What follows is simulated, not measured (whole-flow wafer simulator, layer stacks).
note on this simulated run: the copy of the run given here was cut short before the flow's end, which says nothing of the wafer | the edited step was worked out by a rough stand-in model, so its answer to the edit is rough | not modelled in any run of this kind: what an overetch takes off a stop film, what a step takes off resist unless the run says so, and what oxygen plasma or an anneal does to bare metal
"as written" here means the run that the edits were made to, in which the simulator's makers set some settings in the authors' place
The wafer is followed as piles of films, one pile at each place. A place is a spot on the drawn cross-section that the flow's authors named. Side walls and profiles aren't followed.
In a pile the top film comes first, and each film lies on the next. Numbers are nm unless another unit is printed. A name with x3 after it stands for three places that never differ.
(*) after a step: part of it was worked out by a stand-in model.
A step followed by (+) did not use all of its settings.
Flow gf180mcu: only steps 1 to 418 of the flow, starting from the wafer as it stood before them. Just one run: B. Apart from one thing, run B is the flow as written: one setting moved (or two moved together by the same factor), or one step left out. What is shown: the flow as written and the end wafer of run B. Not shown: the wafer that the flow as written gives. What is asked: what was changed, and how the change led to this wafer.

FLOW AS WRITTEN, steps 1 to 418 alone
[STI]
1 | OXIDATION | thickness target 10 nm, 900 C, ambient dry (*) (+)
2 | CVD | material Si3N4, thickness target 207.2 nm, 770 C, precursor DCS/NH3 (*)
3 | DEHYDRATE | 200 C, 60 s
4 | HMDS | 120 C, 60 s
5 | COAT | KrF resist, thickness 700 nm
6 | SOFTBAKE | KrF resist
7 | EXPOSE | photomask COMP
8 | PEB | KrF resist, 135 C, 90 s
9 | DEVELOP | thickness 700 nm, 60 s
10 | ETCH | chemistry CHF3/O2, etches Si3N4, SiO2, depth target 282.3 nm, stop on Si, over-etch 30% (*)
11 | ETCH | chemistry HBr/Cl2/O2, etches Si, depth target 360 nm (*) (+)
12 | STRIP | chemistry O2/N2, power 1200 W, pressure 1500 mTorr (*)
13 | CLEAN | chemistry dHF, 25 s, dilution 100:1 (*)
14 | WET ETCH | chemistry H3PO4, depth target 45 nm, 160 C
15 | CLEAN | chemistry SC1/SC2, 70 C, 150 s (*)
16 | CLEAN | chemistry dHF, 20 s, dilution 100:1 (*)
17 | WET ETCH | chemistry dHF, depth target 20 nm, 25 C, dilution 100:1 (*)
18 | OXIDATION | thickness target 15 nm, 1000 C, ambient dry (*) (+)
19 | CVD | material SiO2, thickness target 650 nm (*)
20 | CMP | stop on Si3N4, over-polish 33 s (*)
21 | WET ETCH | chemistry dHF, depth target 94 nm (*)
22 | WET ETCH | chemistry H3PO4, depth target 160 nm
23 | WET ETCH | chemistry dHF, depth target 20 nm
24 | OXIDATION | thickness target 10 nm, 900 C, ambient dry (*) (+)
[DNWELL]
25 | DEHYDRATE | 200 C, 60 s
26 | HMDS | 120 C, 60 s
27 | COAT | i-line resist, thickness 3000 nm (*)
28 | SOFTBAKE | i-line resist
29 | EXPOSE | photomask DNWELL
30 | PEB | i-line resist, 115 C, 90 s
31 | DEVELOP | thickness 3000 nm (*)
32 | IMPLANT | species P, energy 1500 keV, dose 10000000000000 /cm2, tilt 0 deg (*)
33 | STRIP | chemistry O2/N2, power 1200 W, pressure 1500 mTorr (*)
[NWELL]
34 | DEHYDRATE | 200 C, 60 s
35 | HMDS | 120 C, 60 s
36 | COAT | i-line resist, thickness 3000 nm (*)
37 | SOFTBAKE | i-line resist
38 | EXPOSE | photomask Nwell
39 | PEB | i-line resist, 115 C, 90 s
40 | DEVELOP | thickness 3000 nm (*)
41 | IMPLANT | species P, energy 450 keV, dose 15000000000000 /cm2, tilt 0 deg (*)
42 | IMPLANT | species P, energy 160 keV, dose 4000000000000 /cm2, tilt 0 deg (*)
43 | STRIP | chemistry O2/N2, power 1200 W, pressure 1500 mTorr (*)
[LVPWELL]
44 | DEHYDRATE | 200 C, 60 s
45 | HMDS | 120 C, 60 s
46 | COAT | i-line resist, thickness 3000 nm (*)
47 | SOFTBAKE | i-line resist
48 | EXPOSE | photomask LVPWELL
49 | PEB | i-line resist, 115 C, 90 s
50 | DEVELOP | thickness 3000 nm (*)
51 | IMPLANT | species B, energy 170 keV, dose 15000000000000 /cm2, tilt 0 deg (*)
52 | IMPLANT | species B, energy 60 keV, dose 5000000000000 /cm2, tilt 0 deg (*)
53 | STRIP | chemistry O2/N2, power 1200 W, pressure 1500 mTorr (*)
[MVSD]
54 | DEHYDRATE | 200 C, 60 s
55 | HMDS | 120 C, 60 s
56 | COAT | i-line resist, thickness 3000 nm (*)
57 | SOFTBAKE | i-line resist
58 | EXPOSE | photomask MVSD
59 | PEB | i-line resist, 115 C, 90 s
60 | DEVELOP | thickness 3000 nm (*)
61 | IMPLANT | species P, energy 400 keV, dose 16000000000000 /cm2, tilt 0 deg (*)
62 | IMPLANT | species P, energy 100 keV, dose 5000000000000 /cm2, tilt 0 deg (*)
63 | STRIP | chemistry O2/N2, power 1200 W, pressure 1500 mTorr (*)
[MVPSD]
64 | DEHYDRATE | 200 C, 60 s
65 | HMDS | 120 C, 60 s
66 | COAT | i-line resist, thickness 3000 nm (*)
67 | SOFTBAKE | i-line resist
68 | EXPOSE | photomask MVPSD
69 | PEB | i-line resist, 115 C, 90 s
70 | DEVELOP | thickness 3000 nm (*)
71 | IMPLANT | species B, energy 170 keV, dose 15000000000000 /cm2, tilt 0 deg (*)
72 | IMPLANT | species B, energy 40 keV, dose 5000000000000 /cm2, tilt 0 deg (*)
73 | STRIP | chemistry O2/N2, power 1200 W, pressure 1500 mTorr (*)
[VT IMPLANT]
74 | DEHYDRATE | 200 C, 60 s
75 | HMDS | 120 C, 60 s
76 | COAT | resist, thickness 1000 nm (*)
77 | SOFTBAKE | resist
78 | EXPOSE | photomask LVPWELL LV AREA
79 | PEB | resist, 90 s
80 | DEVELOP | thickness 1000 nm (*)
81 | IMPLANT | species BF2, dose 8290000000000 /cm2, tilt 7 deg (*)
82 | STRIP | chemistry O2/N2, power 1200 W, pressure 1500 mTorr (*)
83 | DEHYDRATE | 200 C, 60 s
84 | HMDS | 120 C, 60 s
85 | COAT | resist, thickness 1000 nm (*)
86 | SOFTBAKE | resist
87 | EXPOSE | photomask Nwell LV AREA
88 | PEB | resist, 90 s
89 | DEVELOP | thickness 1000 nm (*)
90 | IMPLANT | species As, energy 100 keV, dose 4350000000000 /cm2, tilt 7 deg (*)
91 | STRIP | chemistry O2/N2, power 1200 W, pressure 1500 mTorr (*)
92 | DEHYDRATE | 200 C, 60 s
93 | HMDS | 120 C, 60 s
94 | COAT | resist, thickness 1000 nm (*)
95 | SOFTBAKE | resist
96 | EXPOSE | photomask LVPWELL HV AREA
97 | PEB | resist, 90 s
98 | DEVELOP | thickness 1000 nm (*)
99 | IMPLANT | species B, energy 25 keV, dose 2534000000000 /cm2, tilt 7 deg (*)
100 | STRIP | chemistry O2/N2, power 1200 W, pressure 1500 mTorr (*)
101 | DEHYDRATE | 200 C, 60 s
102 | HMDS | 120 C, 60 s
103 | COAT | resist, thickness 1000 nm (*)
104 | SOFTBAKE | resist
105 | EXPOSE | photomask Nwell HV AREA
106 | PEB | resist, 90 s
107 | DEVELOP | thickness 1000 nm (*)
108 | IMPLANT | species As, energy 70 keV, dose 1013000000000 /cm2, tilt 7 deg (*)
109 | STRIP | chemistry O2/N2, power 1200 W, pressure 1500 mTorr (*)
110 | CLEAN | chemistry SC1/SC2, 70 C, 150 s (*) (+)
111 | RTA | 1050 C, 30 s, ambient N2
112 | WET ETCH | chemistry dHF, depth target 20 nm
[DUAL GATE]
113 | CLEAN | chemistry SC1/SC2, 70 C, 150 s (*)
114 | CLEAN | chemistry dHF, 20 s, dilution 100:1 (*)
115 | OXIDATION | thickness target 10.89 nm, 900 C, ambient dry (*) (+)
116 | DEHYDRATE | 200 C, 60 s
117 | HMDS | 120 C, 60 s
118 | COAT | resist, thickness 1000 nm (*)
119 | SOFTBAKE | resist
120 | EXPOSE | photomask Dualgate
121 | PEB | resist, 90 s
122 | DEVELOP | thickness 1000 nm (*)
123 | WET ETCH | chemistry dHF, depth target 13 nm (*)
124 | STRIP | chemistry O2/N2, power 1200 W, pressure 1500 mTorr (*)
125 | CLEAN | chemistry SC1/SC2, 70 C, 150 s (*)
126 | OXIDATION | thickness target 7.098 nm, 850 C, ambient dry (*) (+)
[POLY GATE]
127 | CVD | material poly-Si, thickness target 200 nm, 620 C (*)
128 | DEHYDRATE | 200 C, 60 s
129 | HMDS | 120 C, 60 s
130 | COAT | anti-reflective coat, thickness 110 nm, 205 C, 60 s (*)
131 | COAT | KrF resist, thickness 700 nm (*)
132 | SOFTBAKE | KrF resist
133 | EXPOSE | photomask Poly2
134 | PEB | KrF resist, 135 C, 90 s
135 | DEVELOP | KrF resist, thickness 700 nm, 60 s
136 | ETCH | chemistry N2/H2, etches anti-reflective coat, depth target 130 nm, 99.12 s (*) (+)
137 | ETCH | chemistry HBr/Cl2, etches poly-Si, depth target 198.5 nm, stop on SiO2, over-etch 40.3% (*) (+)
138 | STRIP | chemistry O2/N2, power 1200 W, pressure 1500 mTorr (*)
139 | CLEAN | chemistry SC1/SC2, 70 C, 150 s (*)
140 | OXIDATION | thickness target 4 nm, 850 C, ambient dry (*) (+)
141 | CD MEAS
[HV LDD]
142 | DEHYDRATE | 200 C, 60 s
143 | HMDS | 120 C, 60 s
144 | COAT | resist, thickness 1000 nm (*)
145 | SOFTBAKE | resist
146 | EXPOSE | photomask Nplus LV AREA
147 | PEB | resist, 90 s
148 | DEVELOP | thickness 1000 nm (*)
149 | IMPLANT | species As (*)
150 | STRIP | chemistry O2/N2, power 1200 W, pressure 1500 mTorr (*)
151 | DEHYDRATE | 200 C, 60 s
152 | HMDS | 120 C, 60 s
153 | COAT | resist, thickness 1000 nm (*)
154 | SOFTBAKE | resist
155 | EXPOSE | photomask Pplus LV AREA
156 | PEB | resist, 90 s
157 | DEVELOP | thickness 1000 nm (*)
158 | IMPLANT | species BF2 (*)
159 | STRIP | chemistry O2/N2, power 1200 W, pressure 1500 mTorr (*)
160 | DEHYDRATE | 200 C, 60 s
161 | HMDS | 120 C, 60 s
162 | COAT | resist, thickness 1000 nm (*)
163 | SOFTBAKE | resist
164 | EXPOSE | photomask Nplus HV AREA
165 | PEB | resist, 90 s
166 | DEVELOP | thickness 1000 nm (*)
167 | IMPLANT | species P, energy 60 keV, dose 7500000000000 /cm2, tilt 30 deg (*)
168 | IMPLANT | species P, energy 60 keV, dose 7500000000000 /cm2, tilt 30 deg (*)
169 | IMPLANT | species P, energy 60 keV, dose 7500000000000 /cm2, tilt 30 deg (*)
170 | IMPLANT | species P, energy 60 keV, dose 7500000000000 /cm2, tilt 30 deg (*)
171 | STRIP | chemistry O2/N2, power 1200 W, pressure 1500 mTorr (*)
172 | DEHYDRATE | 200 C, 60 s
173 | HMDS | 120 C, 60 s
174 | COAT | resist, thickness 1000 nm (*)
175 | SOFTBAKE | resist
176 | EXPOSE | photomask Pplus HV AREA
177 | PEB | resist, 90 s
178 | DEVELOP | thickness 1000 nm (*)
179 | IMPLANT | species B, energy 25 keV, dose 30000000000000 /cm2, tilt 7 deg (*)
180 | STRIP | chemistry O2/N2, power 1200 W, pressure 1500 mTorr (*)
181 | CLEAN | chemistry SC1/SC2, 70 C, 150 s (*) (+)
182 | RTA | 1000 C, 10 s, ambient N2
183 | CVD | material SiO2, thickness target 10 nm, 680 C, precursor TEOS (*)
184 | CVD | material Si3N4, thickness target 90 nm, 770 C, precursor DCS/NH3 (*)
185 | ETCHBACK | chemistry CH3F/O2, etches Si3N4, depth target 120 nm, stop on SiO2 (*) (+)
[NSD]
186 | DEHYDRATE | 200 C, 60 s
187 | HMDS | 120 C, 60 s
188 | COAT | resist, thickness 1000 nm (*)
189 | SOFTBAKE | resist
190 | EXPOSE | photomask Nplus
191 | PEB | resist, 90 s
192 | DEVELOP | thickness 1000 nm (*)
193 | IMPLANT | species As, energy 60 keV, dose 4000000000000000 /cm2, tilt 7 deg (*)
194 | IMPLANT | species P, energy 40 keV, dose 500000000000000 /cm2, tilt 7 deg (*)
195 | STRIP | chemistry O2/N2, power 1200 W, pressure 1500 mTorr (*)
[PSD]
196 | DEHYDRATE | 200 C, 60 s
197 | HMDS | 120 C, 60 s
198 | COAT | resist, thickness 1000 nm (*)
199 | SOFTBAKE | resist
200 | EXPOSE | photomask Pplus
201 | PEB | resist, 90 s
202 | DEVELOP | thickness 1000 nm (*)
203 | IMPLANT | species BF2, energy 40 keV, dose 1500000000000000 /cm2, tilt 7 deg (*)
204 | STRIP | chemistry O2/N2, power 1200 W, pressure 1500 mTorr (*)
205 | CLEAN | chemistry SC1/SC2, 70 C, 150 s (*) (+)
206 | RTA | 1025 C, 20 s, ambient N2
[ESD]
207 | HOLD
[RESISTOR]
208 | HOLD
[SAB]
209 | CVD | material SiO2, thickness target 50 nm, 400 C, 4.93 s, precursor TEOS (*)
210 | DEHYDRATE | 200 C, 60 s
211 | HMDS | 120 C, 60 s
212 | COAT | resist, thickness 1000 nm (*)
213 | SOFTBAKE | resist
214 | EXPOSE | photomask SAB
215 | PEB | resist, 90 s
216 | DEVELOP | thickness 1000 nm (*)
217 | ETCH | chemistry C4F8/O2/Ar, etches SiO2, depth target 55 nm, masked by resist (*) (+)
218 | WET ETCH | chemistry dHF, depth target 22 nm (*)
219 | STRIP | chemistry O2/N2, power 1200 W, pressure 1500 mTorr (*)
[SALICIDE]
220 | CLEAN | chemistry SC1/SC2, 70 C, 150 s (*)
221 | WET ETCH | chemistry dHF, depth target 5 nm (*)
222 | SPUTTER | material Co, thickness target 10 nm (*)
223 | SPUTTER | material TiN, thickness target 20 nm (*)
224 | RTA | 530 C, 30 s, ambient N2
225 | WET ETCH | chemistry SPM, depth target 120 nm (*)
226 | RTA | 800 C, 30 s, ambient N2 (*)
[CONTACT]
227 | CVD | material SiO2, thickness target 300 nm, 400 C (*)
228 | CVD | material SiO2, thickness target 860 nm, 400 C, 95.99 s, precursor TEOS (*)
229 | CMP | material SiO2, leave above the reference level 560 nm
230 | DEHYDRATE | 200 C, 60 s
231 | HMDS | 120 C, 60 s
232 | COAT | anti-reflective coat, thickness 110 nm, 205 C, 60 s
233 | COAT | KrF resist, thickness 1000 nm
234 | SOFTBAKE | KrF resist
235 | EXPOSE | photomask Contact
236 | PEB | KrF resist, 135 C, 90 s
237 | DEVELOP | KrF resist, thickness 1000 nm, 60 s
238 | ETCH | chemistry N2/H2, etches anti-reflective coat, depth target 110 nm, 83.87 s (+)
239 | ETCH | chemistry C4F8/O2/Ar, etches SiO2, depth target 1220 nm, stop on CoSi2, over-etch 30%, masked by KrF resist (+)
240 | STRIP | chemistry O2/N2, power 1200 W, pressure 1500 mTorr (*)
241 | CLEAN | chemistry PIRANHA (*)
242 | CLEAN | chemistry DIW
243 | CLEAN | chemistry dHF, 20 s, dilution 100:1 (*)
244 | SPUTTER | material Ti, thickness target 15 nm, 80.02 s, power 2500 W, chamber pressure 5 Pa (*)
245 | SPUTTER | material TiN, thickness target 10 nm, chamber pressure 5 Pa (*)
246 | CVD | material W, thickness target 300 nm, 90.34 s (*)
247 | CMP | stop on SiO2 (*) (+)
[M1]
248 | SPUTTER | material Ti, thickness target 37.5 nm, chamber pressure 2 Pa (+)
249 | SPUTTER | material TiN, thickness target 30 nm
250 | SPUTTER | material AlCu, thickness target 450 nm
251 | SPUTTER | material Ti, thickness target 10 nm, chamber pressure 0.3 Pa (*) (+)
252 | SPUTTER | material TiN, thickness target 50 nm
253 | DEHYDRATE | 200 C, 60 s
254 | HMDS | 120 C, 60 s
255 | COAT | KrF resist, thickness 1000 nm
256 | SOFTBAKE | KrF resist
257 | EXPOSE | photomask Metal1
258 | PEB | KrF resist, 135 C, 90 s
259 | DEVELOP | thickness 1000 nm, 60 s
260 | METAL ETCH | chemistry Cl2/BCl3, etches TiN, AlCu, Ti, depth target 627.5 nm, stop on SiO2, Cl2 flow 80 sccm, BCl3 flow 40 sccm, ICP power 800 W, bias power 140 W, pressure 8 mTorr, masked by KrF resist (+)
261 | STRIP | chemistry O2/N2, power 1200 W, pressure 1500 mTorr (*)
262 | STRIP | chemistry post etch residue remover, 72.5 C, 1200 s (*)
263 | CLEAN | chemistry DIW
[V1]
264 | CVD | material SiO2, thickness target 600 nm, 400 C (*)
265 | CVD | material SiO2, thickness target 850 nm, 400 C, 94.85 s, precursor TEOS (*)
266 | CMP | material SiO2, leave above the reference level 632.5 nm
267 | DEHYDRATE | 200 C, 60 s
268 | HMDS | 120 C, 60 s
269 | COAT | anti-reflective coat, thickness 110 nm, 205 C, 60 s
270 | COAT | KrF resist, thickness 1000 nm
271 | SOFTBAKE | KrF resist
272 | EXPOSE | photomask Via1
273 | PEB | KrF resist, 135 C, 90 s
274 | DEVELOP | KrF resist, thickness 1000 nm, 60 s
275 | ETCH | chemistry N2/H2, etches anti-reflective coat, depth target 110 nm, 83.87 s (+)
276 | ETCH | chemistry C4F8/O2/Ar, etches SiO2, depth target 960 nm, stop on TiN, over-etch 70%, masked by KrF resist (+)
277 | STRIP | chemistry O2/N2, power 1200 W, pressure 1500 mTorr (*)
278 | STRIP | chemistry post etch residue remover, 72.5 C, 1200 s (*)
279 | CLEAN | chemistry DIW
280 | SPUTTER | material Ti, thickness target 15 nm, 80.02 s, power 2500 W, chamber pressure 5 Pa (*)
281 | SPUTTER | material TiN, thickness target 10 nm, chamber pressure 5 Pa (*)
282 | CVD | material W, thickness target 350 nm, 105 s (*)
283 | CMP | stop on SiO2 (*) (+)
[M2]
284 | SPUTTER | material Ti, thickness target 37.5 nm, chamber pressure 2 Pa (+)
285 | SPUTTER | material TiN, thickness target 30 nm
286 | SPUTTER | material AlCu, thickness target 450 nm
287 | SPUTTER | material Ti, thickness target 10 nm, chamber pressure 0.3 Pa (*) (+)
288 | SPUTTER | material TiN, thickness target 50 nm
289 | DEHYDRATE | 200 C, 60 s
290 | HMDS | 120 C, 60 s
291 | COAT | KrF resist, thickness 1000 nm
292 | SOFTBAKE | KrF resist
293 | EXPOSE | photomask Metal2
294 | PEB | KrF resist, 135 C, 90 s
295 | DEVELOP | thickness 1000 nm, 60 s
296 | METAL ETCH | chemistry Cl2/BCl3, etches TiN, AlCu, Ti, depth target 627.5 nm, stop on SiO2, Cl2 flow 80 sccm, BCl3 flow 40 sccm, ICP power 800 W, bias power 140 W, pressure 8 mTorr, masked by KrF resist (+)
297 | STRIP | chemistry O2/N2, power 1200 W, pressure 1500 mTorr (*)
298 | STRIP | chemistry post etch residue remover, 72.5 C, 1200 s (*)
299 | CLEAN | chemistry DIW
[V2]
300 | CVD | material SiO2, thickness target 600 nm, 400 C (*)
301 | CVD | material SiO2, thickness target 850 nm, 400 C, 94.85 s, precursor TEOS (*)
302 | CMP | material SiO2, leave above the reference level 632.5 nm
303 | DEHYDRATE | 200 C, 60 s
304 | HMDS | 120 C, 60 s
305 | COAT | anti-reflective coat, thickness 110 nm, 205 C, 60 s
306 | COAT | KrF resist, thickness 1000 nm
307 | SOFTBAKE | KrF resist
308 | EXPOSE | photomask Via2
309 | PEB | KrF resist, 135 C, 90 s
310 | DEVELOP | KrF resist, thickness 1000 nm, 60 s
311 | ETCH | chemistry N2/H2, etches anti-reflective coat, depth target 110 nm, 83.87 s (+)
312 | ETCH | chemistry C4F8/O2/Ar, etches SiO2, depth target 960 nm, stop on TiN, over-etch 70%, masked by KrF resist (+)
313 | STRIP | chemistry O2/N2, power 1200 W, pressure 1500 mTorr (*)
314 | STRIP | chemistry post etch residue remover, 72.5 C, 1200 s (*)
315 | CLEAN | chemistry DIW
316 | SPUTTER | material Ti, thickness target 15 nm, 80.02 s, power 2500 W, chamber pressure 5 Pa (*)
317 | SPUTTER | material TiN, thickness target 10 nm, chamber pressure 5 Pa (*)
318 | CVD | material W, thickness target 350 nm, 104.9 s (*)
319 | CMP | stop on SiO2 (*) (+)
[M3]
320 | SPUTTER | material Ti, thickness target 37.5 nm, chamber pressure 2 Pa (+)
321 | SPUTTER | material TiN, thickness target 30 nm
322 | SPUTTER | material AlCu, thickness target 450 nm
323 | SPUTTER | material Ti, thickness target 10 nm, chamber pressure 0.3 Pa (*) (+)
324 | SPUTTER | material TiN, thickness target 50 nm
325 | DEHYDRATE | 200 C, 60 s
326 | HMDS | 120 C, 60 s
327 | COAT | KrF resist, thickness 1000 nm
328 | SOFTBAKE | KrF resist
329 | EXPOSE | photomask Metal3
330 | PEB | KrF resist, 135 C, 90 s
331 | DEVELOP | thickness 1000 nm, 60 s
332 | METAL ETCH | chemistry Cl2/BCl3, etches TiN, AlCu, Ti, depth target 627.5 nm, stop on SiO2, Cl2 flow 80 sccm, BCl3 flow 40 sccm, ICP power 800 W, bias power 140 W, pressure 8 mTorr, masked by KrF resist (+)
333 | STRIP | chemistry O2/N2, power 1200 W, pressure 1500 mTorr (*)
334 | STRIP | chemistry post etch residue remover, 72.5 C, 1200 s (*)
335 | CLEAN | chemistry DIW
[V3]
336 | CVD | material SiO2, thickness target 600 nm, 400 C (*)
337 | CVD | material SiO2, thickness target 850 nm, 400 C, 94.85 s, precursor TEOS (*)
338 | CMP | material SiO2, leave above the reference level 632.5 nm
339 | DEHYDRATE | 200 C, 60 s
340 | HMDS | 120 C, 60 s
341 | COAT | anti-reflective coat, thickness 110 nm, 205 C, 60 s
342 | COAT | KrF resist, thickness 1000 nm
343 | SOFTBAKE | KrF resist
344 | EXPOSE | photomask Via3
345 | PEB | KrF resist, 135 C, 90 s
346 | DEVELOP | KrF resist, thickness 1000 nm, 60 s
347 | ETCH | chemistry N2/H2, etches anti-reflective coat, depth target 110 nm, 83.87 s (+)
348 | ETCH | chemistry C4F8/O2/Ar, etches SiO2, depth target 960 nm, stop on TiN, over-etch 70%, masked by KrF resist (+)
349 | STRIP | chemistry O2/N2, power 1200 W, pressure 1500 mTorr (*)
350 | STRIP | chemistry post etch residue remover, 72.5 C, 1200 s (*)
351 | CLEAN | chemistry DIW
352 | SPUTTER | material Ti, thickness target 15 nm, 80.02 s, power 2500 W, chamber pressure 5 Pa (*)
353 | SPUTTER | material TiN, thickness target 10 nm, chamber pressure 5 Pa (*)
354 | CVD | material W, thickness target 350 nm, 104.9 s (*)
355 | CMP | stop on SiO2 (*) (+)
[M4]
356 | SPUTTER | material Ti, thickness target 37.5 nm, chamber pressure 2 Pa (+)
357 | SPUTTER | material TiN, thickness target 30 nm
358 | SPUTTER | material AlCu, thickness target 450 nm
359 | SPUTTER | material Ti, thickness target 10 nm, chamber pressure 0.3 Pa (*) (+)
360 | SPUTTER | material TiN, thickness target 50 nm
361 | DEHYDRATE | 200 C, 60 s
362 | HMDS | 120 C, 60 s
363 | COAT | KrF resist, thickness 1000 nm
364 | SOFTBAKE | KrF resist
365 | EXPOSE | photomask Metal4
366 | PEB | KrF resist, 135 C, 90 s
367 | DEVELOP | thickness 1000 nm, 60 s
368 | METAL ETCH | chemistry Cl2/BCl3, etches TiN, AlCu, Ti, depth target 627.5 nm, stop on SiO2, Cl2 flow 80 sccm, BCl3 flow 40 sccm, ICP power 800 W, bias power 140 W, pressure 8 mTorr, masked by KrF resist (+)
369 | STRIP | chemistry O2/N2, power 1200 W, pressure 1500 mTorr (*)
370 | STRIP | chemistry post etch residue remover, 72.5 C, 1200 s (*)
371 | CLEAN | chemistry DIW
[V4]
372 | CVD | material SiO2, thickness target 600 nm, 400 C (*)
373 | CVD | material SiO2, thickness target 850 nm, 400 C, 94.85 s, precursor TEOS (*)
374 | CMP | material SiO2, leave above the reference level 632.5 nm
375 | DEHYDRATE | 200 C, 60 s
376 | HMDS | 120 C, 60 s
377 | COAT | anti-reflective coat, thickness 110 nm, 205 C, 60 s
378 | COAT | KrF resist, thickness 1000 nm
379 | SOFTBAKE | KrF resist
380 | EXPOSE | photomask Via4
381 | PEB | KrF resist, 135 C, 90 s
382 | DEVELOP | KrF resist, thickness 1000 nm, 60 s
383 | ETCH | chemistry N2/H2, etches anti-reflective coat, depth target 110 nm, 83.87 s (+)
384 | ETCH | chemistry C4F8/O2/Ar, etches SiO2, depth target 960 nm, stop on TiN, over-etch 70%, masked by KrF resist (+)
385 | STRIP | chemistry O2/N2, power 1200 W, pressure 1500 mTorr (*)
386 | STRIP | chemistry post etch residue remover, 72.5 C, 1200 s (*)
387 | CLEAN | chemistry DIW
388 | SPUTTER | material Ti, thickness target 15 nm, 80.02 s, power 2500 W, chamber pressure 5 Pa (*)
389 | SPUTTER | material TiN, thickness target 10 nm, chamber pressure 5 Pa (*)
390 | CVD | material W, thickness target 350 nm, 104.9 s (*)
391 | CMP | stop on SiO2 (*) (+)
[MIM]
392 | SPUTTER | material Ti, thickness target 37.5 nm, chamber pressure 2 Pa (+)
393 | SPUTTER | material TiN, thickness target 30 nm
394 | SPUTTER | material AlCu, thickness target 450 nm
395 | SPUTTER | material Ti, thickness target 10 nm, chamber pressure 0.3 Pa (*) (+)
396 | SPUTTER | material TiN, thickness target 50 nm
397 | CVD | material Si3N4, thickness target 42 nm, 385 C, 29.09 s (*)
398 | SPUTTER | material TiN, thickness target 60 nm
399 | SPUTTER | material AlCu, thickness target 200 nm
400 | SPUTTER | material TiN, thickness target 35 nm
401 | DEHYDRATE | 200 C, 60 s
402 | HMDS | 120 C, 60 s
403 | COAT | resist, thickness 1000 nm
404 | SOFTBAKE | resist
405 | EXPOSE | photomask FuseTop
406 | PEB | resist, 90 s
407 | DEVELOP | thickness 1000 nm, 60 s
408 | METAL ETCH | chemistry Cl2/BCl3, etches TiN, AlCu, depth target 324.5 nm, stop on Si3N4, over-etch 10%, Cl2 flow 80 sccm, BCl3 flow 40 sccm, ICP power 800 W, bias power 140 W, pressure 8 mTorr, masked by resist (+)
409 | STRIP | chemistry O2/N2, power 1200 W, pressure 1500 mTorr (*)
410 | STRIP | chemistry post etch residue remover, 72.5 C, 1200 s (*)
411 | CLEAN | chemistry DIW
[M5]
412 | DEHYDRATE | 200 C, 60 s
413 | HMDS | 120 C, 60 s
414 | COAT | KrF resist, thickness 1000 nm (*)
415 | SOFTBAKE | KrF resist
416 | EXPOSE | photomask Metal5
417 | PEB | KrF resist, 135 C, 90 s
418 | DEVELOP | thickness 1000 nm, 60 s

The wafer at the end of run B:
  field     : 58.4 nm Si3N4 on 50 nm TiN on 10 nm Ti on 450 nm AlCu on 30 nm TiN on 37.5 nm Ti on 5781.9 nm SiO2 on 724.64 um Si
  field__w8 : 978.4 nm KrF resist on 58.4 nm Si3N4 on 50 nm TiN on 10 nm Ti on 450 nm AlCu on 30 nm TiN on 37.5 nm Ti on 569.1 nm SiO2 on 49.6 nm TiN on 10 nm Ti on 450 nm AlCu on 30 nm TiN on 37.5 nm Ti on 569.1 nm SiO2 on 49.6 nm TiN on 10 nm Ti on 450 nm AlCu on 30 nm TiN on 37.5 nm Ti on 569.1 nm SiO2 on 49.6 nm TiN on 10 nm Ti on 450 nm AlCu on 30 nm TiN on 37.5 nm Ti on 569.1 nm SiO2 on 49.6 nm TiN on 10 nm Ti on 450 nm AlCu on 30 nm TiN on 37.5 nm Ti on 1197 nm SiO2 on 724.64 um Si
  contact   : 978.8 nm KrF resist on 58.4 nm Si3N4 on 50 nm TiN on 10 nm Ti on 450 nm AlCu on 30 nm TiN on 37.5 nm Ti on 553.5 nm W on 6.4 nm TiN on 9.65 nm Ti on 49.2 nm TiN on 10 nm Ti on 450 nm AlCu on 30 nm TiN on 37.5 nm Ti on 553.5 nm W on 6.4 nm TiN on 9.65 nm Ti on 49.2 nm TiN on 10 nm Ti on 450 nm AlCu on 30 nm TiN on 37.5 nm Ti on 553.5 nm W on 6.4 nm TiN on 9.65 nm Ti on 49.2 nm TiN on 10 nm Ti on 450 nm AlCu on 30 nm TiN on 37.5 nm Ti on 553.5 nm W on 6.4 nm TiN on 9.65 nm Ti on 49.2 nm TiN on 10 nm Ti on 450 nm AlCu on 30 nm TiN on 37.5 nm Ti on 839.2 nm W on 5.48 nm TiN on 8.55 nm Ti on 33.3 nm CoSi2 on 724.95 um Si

What caused this: step 397, CVD: 40.72 s was run, while the flow as written has 29.09 s.

How this came from the change, step by step:
  397 | CVD | material Si3N4, thickness target 42 nm, 385 C, 29.09 s (*)
      field, field__w1, field__w2 and 108 more: +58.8 Si3N4 (new film) (in the flow as written it would be: +42 Si3N4 (new film))
